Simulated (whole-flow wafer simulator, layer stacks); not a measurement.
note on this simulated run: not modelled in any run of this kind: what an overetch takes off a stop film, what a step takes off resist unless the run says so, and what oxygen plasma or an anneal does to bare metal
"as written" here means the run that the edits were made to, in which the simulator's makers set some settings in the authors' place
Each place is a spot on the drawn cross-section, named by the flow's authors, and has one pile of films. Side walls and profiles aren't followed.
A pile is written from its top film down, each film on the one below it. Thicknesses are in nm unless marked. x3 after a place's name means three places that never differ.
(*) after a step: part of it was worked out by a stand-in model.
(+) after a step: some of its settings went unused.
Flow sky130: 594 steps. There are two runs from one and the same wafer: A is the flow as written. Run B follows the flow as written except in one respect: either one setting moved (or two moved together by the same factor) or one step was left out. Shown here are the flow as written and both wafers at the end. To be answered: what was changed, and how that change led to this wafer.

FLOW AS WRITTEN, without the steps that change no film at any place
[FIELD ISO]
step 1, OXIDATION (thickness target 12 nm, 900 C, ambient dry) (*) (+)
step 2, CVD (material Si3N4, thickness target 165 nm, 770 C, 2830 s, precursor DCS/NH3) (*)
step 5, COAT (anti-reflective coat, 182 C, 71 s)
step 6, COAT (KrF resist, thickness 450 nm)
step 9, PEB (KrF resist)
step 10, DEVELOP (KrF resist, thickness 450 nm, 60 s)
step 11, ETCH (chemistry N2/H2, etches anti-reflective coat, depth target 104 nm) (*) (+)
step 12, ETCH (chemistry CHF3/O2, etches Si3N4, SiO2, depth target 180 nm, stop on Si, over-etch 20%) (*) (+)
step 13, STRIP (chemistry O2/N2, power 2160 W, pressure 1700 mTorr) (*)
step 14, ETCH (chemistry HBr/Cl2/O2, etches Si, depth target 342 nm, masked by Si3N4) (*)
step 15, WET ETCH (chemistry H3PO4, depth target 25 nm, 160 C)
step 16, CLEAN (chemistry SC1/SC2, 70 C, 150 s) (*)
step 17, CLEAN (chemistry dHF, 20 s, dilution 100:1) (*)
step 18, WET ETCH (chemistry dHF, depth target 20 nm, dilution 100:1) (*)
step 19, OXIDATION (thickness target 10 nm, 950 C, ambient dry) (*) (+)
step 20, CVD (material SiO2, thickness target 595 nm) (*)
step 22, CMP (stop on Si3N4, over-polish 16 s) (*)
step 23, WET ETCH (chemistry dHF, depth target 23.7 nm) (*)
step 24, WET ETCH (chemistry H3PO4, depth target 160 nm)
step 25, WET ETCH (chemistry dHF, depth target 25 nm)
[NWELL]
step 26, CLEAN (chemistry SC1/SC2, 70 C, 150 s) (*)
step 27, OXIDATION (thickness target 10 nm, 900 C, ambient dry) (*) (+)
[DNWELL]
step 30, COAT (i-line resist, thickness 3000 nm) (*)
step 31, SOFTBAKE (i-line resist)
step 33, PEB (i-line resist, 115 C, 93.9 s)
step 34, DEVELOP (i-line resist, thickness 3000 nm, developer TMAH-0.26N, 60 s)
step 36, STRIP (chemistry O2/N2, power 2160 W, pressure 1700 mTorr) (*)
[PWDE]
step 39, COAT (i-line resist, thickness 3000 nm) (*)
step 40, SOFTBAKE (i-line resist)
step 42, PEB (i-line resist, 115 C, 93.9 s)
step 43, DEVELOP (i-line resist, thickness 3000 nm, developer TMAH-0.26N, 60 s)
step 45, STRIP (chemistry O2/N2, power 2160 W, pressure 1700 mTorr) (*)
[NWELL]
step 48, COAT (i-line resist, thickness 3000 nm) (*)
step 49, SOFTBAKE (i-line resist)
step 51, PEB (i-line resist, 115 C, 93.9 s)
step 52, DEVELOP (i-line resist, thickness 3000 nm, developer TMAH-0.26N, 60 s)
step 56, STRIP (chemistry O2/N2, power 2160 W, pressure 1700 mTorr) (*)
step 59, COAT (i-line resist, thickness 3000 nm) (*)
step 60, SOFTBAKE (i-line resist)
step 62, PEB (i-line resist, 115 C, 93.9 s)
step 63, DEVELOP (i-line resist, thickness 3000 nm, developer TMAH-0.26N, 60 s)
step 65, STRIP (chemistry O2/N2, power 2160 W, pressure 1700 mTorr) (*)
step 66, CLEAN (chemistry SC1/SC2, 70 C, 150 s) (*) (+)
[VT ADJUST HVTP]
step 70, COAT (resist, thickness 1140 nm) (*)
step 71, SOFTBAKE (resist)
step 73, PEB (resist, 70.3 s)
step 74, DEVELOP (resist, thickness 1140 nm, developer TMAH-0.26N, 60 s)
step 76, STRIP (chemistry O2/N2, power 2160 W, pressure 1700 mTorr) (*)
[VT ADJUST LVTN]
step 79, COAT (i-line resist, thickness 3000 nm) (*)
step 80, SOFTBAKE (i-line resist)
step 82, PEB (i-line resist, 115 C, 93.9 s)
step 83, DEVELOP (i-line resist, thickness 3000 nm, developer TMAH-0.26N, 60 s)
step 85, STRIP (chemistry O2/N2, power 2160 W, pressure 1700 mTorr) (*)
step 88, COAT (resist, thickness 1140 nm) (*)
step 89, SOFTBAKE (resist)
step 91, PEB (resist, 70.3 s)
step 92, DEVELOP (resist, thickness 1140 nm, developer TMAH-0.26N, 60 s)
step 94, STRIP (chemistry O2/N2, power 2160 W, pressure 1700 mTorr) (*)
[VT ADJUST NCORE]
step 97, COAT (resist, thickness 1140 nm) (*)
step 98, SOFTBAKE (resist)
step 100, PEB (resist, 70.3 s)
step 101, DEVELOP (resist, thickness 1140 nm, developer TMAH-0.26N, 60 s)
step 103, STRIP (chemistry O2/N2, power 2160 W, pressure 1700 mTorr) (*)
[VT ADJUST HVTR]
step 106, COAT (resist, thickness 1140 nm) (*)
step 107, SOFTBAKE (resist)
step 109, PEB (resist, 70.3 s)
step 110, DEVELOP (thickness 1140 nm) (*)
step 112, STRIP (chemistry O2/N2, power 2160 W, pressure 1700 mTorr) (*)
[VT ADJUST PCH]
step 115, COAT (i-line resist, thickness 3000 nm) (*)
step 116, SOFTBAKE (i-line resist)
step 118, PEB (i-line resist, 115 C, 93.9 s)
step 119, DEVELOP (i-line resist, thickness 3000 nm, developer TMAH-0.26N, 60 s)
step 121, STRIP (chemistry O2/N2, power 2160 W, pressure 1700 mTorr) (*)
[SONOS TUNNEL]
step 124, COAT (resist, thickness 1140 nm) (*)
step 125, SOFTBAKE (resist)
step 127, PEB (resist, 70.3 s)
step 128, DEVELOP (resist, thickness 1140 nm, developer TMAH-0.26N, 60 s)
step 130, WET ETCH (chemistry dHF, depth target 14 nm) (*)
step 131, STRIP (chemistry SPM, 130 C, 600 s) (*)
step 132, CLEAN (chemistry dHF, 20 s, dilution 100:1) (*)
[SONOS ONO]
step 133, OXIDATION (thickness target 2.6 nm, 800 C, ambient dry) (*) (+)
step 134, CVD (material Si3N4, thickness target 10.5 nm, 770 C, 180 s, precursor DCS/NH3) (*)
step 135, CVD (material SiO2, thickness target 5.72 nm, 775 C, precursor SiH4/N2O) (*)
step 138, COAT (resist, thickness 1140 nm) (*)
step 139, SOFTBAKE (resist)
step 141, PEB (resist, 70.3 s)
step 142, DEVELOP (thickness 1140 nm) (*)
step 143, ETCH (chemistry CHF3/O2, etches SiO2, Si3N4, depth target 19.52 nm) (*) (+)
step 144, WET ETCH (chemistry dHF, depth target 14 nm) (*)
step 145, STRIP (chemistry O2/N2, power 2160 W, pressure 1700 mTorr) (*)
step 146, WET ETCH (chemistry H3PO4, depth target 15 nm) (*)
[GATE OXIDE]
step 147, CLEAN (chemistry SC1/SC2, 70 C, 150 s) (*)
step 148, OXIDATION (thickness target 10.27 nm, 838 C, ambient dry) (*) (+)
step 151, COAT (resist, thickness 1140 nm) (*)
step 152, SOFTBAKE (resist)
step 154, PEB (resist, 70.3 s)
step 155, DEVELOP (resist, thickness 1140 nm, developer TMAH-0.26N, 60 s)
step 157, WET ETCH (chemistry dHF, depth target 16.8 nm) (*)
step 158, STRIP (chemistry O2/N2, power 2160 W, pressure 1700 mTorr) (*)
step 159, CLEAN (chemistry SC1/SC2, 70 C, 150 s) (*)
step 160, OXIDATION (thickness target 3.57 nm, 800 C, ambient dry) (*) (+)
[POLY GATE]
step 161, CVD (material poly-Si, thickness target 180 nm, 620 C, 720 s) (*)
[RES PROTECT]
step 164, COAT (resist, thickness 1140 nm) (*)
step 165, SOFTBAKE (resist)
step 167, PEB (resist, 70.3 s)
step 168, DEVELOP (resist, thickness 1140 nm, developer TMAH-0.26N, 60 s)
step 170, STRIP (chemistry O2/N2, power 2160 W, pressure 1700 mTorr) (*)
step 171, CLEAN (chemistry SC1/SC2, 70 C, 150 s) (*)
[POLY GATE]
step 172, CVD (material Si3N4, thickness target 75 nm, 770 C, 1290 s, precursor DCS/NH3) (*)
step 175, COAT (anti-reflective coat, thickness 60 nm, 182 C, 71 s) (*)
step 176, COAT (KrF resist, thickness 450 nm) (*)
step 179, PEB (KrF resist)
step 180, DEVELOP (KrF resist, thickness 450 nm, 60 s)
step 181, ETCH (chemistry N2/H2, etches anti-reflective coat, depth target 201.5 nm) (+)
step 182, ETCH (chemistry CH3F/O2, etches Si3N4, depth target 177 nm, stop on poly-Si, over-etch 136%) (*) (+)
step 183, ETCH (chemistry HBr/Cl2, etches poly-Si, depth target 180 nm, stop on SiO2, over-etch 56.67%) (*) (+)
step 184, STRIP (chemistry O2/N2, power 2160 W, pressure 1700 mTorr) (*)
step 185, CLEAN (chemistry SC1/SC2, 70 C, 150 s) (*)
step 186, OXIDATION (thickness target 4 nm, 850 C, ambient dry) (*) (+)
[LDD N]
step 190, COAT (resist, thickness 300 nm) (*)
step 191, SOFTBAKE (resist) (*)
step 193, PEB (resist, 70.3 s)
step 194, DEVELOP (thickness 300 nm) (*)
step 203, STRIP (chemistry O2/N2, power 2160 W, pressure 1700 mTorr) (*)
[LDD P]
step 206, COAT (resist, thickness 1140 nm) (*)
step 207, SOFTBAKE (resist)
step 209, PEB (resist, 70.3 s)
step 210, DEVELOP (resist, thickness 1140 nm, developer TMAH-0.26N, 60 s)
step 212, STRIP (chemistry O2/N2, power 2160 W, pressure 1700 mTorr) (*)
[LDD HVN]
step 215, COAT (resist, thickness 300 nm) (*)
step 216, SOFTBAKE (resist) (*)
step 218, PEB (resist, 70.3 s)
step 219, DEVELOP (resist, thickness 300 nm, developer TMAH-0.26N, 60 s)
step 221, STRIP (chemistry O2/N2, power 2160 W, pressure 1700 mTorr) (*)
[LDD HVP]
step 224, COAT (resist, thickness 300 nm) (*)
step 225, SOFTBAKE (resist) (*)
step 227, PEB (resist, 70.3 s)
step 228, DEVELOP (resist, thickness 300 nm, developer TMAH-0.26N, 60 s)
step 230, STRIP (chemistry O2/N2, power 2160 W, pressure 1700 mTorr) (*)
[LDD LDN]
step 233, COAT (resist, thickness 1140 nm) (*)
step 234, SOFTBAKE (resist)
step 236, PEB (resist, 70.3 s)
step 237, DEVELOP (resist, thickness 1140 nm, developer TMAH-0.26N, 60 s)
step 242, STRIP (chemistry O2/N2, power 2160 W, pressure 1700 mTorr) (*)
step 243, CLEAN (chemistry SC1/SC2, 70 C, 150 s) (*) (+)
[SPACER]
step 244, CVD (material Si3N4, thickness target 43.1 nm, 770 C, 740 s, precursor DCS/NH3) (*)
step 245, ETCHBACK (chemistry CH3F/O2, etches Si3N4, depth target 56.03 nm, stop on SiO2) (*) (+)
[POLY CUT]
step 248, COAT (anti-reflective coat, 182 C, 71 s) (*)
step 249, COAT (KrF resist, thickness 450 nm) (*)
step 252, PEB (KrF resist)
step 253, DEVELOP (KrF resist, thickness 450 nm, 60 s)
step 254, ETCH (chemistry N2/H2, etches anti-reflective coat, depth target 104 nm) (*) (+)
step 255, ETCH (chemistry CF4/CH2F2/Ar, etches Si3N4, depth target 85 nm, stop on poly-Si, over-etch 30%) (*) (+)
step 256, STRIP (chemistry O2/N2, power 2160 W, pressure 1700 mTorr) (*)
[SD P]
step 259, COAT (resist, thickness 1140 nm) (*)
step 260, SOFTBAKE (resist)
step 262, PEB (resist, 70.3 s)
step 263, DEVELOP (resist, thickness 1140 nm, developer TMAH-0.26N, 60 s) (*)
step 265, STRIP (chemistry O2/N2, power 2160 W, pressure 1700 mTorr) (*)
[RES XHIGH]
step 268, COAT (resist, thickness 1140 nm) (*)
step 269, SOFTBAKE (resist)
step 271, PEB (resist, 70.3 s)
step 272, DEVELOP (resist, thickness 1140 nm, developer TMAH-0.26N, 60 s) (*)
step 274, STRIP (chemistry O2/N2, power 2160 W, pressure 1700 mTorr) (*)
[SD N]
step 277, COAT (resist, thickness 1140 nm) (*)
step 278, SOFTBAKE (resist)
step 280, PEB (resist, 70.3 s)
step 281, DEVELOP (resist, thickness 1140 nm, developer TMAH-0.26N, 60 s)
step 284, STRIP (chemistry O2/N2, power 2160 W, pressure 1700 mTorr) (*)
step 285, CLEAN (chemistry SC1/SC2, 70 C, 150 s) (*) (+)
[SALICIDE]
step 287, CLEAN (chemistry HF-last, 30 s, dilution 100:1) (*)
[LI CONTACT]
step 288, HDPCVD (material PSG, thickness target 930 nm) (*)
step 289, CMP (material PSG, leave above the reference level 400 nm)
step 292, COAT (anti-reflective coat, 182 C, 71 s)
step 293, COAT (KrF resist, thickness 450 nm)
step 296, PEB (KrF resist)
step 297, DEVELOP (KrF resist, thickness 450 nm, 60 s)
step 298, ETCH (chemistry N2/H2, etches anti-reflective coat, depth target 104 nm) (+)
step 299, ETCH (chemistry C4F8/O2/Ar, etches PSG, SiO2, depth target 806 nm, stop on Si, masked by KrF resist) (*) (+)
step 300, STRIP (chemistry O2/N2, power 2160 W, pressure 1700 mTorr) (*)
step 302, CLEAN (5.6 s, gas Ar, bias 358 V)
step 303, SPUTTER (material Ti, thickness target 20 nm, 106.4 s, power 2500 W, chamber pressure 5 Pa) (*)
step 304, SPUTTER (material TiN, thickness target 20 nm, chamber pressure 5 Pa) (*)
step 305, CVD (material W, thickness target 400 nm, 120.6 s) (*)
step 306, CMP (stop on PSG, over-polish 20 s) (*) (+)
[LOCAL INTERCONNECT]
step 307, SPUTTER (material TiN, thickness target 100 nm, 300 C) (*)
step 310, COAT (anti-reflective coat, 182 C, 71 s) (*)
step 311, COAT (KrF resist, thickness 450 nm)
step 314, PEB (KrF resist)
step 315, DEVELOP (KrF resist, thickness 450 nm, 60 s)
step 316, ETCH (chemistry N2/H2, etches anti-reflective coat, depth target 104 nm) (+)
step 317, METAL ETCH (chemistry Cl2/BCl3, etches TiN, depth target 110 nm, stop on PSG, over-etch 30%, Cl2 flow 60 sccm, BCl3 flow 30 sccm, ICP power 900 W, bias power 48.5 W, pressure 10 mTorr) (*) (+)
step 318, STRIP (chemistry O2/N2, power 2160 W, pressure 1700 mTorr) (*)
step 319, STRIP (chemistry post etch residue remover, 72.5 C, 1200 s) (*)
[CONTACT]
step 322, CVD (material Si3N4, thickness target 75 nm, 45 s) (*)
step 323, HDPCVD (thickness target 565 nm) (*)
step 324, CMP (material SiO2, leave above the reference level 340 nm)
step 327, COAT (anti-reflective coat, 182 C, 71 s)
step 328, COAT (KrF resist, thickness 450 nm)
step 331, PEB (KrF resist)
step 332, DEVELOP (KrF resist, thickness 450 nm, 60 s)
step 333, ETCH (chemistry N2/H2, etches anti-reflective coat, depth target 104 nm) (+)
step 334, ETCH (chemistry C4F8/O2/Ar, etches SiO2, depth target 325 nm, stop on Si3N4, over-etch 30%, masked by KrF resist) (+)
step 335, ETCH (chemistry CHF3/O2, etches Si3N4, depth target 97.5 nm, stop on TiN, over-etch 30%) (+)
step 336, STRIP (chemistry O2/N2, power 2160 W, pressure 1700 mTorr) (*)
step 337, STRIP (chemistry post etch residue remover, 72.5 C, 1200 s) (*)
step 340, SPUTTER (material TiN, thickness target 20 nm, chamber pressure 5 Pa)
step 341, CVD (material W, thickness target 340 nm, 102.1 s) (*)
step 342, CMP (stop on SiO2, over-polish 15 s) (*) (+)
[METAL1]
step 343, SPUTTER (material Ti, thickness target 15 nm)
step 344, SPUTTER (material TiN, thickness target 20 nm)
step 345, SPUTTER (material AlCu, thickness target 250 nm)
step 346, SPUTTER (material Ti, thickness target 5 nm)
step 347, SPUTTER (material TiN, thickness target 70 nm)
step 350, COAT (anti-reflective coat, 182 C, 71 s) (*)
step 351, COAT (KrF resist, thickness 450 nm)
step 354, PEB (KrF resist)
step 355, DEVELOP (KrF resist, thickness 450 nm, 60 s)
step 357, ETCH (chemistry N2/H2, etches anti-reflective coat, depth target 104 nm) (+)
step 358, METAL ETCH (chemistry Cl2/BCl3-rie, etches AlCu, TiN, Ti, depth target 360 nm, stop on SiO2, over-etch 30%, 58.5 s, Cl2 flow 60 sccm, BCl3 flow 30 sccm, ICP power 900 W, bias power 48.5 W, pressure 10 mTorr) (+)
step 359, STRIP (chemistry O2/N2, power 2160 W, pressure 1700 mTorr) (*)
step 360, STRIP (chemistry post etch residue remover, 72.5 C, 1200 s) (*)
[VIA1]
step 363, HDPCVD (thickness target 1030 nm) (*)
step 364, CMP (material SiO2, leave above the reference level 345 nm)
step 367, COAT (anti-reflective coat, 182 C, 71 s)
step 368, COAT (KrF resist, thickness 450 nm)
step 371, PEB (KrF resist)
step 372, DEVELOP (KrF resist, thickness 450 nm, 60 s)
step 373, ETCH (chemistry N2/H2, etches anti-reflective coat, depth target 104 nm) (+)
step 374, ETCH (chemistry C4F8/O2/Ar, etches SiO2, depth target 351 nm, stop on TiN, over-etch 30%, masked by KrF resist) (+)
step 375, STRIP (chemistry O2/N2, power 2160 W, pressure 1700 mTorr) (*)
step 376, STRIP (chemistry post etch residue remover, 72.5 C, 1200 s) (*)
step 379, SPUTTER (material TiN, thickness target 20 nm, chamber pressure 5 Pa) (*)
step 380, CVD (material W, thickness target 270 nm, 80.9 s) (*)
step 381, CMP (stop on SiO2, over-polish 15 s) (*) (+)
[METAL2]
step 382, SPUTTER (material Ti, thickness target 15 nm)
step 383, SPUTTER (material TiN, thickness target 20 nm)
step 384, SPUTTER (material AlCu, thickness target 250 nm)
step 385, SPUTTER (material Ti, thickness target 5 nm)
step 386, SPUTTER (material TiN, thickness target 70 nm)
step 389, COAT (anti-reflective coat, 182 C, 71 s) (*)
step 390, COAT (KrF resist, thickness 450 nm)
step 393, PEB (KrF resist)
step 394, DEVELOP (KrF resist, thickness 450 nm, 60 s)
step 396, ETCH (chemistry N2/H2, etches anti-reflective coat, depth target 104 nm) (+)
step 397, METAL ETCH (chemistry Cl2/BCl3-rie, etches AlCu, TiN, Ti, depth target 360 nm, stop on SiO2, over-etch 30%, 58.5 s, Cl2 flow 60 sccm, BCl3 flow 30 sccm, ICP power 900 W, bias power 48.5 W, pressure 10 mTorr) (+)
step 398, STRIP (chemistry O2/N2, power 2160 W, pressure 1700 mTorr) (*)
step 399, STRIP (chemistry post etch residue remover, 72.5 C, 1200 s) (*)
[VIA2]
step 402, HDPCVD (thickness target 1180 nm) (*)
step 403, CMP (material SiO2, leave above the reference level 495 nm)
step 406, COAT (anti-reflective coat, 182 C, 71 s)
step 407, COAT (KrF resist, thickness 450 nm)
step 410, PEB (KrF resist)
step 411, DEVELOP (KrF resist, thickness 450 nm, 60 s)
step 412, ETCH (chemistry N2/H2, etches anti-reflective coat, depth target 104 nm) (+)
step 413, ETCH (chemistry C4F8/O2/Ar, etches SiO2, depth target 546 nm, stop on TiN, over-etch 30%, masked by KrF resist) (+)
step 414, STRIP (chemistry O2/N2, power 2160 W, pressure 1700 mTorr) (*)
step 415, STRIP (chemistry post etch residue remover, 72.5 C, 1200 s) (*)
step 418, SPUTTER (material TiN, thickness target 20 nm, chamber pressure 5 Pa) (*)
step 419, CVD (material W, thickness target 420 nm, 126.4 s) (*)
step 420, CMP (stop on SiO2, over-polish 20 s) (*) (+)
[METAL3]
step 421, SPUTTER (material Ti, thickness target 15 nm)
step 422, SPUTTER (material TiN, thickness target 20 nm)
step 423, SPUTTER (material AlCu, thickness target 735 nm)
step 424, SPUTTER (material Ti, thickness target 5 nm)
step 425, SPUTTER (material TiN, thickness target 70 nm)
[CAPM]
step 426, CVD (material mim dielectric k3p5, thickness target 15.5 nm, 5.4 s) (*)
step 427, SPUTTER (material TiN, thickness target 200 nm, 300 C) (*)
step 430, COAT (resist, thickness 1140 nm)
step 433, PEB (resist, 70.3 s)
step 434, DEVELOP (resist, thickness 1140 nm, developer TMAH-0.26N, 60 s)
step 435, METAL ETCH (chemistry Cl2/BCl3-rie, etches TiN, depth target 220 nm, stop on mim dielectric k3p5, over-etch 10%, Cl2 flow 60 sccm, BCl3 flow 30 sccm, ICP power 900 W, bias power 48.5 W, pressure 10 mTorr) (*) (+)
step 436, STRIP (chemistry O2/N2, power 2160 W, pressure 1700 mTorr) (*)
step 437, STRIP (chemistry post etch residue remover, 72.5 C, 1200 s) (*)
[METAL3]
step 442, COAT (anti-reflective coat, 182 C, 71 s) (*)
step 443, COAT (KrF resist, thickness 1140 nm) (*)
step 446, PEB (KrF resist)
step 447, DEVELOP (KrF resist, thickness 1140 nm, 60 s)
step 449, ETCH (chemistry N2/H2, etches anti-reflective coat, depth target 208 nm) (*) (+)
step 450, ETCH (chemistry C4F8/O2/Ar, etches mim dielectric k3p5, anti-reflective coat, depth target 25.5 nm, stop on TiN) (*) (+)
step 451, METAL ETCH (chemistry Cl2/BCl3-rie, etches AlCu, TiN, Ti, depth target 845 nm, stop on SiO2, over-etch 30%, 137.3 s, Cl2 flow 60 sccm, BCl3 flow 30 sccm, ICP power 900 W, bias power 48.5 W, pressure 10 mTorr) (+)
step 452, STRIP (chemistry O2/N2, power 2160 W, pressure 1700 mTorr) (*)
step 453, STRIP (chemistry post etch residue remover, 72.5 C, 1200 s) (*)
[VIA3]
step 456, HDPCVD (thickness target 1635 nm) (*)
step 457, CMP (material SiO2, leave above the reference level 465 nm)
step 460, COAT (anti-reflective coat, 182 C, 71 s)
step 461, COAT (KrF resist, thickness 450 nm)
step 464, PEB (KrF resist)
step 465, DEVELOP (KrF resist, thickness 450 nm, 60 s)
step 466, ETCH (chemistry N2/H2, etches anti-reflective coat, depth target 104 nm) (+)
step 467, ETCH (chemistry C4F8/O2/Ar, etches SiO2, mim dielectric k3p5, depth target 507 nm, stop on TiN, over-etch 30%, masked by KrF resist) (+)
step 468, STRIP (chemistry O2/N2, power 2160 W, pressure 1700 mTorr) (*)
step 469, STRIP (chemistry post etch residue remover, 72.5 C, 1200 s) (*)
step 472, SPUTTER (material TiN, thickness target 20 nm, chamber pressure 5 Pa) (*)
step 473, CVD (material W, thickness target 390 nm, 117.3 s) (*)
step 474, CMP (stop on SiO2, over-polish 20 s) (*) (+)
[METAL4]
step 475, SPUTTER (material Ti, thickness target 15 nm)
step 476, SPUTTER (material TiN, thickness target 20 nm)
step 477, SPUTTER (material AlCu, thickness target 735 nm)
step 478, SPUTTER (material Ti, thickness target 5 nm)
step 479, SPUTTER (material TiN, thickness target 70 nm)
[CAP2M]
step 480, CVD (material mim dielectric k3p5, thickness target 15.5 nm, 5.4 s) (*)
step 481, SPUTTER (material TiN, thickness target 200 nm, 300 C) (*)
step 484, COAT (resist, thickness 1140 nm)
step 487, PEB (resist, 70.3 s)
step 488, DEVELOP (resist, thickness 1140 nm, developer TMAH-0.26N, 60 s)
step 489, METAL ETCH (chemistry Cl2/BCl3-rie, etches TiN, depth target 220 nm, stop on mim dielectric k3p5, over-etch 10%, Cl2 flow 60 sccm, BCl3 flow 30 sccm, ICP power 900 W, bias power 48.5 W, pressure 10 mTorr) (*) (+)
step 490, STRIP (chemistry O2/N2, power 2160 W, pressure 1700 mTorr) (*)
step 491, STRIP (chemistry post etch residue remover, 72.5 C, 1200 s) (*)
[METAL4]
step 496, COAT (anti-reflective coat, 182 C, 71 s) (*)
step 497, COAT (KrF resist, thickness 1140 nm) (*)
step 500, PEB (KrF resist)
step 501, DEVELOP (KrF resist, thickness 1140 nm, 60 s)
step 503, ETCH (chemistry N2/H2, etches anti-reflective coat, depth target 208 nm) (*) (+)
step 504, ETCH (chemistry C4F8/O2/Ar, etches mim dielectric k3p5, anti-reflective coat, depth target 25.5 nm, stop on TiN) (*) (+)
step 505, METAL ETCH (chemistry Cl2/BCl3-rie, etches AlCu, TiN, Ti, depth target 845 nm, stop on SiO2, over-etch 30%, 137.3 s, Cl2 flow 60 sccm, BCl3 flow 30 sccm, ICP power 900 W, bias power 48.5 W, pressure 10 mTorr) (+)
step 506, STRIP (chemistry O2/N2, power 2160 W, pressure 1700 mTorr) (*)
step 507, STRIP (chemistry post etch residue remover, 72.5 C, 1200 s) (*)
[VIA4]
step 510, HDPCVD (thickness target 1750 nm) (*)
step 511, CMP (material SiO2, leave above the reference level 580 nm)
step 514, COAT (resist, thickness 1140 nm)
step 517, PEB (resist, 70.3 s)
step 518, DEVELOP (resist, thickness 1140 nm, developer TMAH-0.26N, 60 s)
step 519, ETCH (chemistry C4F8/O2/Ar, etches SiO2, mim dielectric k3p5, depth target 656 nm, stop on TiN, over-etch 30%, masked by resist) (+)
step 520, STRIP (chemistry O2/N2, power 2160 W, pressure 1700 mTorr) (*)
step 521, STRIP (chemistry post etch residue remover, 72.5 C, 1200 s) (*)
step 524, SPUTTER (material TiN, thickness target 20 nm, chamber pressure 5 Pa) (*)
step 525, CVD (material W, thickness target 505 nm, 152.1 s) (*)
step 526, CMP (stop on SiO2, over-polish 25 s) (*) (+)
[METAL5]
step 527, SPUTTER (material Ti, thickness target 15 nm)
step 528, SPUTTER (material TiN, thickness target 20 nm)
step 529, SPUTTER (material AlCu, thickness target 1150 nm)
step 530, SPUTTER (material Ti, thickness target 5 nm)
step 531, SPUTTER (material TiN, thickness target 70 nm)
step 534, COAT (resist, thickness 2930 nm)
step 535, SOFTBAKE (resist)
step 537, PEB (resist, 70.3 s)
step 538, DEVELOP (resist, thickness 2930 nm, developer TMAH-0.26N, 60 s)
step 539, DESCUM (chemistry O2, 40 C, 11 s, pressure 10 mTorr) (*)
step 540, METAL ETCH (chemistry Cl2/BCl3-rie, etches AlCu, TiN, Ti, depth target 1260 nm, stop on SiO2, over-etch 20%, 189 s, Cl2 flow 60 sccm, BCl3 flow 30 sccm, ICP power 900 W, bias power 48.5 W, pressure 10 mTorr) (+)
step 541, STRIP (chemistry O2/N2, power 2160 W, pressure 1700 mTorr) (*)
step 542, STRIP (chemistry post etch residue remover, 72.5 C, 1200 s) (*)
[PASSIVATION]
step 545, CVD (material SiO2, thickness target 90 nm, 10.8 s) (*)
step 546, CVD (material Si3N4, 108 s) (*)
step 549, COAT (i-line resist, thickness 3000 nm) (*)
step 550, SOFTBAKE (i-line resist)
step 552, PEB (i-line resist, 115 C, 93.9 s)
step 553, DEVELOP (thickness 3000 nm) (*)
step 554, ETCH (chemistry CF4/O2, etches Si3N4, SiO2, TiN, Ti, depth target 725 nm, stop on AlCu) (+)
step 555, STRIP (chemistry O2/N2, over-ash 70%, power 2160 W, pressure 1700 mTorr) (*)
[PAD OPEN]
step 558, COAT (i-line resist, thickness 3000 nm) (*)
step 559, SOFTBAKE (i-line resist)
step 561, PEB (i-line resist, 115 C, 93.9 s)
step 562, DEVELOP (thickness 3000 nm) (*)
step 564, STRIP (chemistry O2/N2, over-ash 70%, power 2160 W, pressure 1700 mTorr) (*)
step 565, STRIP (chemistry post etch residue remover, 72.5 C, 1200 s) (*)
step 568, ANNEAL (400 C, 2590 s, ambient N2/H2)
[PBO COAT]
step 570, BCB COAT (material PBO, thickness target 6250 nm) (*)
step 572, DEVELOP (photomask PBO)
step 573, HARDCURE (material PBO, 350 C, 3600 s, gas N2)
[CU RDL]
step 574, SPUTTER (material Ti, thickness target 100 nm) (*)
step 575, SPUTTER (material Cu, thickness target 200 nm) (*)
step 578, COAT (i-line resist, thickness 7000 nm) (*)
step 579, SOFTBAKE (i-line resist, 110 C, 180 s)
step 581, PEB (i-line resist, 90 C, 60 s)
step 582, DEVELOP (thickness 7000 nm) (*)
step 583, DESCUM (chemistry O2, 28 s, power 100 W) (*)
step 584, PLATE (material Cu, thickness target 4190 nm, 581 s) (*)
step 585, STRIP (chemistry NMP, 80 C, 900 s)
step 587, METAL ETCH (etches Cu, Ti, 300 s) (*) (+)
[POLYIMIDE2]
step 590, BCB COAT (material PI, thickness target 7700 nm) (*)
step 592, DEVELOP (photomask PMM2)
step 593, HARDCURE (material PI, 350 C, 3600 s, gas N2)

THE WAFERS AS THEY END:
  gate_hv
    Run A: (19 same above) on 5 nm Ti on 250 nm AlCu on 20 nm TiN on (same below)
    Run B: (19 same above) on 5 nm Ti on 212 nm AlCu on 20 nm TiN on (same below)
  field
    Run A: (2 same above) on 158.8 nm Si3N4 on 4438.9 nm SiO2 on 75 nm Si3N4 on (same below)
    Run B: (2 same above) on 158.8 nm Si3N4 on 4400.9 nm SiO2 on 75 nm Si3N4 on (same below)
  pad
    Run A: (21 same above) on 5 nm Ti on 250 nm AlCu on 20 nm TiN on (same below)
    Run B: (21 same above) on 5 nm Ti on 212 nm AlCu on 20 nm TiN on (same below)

Cause: step 384, SPUTTER: thickness target 212 nm was run, while the flow as written has thickness target 250 nm.
The wafer itself shows it: gate_hv has AlCu 212, and step 384 as written asks for 250 nm.

The path from the change to this, step by step:
  step 384, SPUTTER (material AlCu, thickness target 250 nm)
      field, active, n_well and 188 more: A AlCu gains 250 (new film) | B AlCu gains 212 (new film)
  step 397, METAL ETCH (chemistry Cl2/BCl3-rie, etches AlCu, TiN, Ti, depth target 360 nm, stop on SiO2, over-etch 30%, 58.5 s, Cl2 flow 60 sccm, BCl3 flow 30 sccm, ICP power 900 W, bias power 48.5 W, pressure 10 mTorr) (+)
      field, active, gate and 82 more: A TiN loses 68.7 (all of it), Ti loses 5 (all of it), AlCu loses 250 (all of it), TiN loses 20 (all of it), Ti loses 15 (all of it), SiO2 loses 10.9 | B TiN loses 68.7 (all of it), Ti loses 5 (all of it), AlCu loses 212 (all of it), TiN loses 20 (all of it), Ti loses 15 (all of it), SiO2 loses 14.7
  step 403, CMP (material SiO2, leave above the reference level 495 nm)
      field, active, gate and 82 more: A SiO2 loses 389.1 | B SiO2 loses 423.3
